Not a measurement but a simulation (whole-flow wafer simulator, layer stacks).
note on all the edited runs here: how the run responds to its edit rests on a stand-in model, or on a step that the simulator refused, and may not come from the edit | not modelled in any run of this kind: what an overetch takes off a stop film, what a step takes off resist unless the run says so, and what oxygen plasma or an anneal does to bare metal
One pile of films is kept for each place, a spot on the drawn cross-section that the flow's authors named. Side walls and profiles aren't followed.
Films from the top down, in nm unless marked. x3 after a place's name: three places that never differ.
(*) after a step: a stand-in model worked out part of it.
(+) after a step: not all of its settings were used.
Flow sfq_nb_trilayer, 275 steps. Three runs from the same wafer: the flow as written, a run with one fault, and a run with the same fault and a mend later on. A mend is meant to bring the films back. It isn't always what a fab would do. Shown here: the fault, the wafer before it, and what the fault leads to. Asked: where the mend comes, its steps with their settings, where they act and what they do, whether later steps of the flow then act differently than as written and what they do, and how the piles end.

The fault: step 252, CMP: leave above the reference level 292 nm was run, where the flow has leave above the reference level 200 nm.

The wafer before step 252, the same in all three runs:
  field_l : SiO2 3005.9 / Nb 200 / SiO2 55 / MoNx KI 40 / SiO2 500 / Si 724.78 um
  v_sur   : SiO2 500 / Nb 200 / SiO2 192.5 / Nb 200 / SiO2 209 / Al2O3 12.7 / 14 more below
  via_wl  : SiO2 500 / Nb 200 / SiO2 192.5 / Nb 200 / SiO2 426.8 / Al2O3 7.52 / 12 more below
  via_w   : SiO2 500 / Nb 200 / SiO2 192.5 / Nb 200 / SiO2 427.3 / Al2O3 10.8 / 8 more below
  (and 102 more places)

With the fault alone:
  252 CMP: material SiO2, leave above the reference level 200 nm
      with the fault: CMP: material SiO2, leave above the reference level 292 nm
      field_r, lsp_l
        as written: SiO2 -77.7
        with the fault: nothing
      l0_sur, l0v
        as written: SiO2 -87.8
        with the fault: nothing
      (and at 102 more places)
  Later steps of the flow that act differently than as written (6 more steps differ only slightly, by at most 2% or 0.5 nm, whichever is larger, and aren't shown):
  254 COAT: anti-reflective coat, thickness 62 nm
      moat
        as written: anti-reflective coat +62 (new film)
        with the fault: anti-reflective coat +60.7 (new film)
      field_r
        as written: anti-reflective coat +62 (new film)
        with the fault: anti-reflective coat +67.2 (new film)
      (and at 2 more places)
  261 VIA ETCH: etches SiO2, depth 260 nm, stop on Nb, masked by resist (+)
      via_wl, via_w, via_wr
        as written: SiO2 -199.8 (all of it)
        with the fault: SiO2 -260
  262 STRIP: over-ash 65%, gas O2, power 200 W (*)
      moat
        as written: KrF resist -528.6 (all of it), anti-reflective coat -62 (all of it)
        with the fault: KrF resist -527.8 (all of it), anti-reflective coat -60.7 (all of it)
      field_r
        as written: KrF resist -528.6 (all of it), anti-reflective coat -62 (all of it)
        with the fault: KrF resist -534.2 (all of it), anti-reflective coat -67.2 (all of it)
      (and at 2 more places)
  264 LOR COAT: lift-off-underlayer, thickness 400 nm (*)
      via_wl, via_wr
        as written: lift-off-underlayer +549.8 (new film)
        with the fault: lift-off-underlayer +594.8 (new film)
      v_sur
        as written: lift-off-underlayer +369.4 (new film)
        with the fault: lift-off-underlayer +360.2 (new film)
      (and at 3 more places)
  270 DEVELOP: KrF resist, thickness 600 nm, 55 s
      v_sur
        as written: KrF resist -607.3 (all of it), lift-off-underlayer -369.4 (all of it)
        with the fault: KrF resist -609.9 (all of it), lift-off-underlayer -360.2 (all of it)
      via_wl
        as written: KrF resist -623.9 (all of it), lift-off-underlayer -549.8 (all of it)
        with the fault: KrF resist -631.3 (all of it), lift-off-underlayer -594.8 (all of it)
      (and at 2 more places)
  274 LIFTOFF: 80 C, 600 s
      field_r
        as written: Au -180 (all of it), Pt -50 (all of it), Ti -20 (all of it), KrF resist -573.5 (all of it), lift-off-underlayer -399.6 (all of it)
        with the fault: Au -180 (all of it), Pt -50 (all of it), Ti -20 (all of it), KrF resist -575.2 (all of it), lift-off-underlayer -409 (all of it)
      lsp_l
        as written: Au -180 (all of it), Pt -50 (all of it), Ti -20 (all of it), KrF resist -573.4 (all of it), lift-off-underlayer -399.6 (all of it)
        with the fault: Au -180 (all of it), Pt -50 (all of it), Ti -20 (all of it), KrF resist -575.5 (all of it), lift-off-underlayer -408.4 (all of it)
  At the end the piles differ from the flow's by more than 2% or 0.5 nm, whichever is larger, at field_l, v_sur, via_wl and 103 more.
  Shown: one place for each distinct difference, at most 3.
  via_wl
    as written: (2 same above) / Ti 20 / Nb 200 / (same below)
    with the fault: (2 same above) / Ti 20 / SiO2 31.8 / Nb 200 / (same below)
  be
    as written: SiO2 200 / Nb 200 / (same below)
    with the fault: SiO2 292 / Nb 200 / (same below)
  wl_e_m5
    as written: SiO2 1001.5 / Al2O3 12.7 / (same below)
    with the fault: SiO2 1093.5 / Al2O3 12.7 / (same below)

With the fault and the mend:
  The mend comes after step 259.
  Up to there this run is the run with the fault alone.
  259a STRIP: over-ash 65%, gas O2, power 200 W (*)
      p4_fl x3, p4_w1 x9, p4_g1 x2 and 63 more
        KrF resist -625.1 (all of it), anti-reflective coat -62 (all of it)
      field_l, v_sur, via_sp and 7 more
        KrF resist -625 (all of it), anti-reflective coat -62 (all of it)
      via_wl, via_w, via_wr
        anti-reflective coat -62 (all of it)
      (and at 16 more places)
  259b CMP: material SiO2, leave above the reference level 200 nm (the flow's step 252 once more)
      field_l, v_sur, via_wl and 99 more
        SiO2 -92
      field_r, lsp_l
        SiO2 -77.7
      l0_sur, l0v
        SiO2 -87.8
  259c COAT: anti-reflective coat, thickness 62 nm (the flow's step 254 once more)
      field_l, v_sur, via_wl and 103 more
        anti-reflective coat +62 (new film)
  259d COAT: KrF resist, thickness 650 nm (the flow's step 255 once more)
      field_l, v_sur, via_wl and 103 more
        KrF resist +650 (new film)
  259e SOFTBAKE: KrF resist (the flow's step 256 once more)
      changes no film at any place that is followed
  259f EXPOSE: photomask I7, dose 11.93 mJ/cm2, NA 0.6, wavelength 248 nm (*) (the flow's step 257 once more)
      changes no film at any place that is followed
  259g PEB: KrF resist, 90 s (the flow's step 258 once more)
      field_l, v_sur, via_wl and 103 more
        KrF resist -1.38
  259h DEVELOP: KrF resist, thickness 650 nm, 60 s (the flow's step 259 once more)
      field_l, v_sur, via_sp and 100 more
        KrF resist -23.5
      via_wl, via_w, via_wr
        KrF resist -648.6 (all of it)
  No later step of the flow acts differently than as written at any place that is followed.
  At the end the piles are the same as the flow's at every place that both follow.
